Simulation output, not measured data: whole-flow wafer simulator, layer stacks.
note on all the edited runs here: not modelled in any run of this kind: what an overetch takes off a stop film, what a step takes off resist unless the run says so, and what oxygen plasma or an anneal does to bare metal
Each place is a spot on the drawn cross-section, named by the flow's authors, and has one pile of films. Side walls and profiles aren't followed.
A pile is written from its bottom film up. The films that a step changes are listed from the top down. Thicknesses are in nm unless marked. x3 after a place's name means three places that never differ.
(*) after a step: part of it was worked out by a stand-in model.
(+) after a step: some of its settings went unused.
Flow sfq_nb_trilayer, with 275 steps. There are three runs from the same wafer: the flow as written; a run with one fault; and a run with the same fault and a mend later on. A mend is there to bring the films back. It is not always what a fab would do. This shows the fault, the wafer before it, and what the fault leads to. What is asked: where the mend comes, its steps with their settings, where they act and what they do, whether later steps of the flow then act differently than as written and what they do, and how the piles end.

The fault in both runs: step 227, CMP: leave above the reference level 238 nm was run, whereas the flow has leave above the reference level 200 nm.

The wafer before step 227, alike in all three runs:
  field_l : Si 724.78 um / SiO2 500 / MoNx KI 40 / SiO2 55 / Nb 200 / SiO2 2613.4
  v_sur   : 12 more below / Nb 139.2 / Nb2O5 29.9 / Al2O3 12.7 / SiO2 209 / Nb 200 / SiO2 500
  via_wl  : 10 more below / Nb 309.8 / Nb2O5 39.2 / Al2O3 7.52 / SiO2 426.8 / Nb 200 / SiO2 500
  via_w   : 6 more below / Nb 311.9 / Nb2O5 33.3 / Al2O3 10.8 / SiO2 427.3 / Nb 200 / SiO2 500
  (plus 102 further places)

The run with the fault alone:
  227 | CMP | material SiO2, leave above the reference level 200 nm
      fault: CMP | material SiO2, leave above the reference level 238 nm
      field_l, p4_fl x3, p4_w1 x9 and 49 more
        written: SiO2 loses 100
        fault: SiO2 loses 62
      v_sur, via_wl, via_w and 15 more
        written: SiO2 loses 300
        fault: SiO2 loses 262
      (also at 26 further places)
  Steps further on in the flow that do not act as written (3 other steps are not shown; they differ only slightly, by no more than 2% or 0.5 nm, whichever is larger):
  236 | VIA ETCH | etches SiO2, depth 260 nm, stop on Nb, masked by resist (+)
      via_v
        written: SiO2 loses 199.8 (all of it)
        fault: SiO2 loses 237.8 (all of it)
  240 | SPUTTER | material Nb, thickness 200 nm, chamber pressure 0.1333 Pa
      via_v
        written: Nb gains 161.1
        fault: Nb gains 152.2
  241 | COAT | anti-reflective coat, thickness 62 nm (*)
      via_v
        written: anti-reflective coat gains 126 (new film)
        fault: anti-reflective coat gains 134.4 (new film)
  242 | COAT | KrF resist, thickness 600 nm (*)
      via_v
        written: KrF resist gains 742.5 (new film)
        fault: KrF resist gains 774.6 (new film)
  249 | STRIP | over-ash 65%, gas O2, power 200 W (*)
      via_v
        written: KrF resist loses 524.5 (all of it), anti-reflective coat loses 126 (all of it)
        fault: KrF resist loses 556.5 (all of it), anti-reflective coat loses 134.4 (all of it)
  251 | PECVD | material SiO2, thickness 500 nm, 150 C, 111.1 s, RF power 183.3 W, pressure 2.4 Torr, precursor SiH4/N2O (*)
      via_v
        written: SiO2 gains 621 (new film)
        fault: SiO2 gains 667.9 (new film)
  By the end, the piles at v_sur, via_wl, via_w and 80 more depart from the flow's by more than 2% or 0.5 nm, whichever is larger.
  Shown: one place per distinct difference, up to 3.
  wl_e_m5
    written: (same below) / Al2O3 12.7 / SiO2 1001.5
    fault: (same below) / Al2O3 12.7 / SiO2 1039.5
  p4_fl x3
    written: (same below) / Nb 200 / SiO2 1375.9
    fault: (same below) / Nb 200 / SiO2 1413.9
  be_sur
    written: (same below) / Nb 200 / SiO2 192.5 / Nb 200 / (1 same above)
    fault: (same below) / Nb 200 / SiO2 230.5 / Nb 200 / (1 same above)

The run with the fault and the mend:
  The mend follows step 234.
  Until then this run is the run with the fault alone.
  234a | STRIP | over-ash 65%, gas O2, power 200 W (*)
      field_l, v_sur, via_wl and 102 more
        KrF resist loses 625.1 (all of it), anti-reflective coat loses 62 (all of it)
      via_v
        anti-reflective coat loses 62 (all of it)
  234b | CMP | material SiO2, leave above the reference level 200 nm (the flow's step 227 again)
      field_l, v_sur, via_wl and 103 more
        SiO2 loses 38
  234c | COAT | anti-reflective coat, thickness 62 nm (the flow's step 229 again)
      field_l, v_sur, via_wl and 103 more
        anti-reflective coat gains 62 (new film)
  234d | COAT | KrF resist, thickness 650 nm (the flow's step 230 again)
      field_l, v_sur, via_wl and 103 more
        KrF resist gains 650 (new film)
  234e | SOFTBAKE | KrF resist (the flow's step 231 again)
      leaves every film unchanged at each place that is followed
  234f | EXPOSE | photomask I6, dose 11.91 mJ/cm2, NA 0.6, wavelength 248 nm (*) (the flow's step 232 again)
      leaves every film unchanged at each place that is followed
  234g | PEB | KrF resist, 90 s (the flow's step 233 again)
      field_l, v_sur, via_wl and 103 more
        KrF resist loses 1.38
  234h | DEVELOP | KrF resist, thickness 650 nm, 60 s (the flow's step 234 again)
      field_l, v_sur, via_wl and 102 more
        KrF resist loses 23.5
      via_v
        KrF resist loses 648.6 (all of it)
  Every later step of the flow that is run acts as written at every place that is followed.
  The piles end the same as the flow's at every place that both follow.
